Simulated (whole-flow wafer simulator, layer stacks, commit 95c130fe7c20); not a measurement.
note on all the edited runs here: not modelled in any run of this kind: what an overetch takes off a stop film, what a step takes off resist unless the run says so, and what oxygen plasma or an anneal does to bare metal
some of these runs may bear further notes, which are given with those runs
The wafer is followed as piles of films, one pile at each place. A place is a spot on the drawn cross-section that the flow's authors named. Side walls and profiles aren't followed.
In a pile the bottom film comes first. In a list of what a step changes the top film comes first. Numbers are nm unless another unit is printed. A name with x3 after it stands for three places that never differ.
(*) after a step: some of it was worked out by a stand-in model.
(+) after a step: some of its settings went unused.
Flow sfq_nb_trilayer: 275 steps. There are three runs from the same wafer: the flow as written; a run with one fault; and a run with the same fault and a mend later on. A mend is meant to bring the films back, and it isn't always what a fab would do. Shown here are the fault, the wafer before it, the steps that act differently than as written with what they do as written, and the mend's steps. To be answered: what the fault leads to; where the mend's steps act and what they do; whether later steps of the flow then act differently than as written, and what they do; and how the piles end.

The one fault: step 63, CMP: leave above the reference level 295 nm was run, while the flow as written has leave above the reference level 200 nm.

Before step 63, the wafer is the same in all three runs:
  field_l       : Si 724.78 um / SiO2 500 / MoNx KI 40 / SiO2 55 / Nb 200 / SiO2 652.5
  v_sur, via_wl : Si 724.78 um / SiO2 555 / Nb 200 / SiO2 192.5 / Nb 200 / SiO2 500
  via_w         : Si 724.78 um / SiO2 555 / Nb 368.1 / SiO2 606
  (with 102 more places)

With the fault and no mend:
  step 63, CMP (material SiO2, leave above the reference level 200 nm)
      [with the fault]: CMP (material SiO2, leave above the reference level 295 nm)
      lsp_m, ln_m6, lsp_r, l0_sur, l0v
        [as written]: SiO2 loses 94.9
        [with the fault]: nothing
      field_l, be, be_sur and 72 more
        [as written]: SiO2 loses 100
        [with the fault]: SiO2 loses 5
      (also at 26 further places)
  Steps later in the flow that act otherwise than as written (6 more steps, not shown, differ only slightly: by at most 2% or 0.5 nm, whichever is larger):
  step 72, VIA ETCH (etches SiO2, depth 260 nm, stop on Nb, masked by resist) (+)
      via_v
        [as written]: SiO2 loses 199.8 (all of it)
        [with the fault]: SiO2 loses 260
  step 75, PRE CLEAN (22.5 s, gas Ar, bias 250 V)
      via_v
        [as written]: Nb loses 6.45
        [with the fault]: SiO2 loses 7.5
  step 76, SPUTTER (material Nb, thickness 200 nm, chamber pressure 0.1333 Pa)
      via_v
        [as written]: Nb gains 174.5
        [with the fault]: Nb gains 163.1 (new film)
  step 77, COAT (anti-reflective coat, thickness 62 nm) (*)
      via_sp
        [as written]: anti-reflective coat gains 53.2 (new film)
        [with the fault]: anti-reflective coat gains 51.9 (new film)
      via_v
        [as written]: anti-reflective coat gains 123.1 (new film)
        [with the fault]: anti-reflective coat gains 136.1 (new film)
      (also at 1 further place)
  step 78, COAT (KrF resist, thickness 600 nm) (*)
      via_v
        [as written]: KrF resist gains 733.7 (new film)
        [with the fault]: KrF resist gains 783.4 (new film)
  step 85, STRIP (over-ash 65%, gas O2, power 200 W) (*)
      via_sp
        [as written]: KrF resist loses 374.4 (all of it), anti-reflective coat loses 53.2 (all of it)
        [with the fault]: KrF resist loses 370.4 (all of it), anti-reflective coat loses 51.9 (all of it)
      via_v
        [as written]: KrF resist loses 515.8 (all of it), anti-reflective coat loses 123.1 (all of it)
        [with the fault]: KrF resist loses 565.3 (all of it), anti-reflective coat loses 136.1 (all of it)
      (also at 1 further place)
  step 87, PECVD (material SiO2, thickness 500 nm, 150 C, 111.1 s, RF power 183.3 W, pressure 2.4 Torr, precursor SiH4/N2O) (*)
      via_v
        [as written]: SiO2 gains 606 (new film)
        [with the fault]: SiO2 gains 678.7 (new film)
  At field_l, v_sur, via_wl and 103 more, the piles at the end differ from the flow's by more than 2% or 0.5 nm, whichever is larger.
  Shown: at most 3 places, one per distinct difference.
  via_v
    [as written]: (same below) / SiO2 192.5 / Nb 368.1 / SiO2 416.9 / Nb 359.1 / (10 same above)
    [with the fault]: (same below) / SiO2 192.5 / Nb 200 / SiO2 27.3 / Nb 163.1 / SiO2 489.6 / Nb 359.1 / (10 same above)
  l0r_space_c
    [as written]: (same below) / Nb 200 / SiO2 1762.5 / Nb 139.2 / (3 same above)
    [with the fault]: (same below) / Nb 200 / SiO2 1857.5 / Nb 139.2 / (3 same above)
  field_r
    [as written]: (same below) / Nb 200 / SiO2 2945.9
    [with the fault]: (same below) / Nb 200 / SiO2 3040.9

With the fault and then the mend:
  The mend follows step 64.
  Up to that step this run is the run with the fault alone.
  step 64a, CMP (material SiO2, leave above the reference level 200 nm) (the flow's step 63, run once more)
      field_l, v_sur, via_wl and 98 more
        SiO2 loses 95
      lsp_m, ln_m6, lsp_r, l0_sur, l0v
        SiO2 loses 94.9
  Every later step of the flow that is run acts as written at every place that is followed.
  By the end, the piles equal the flow's at every place that both follow.
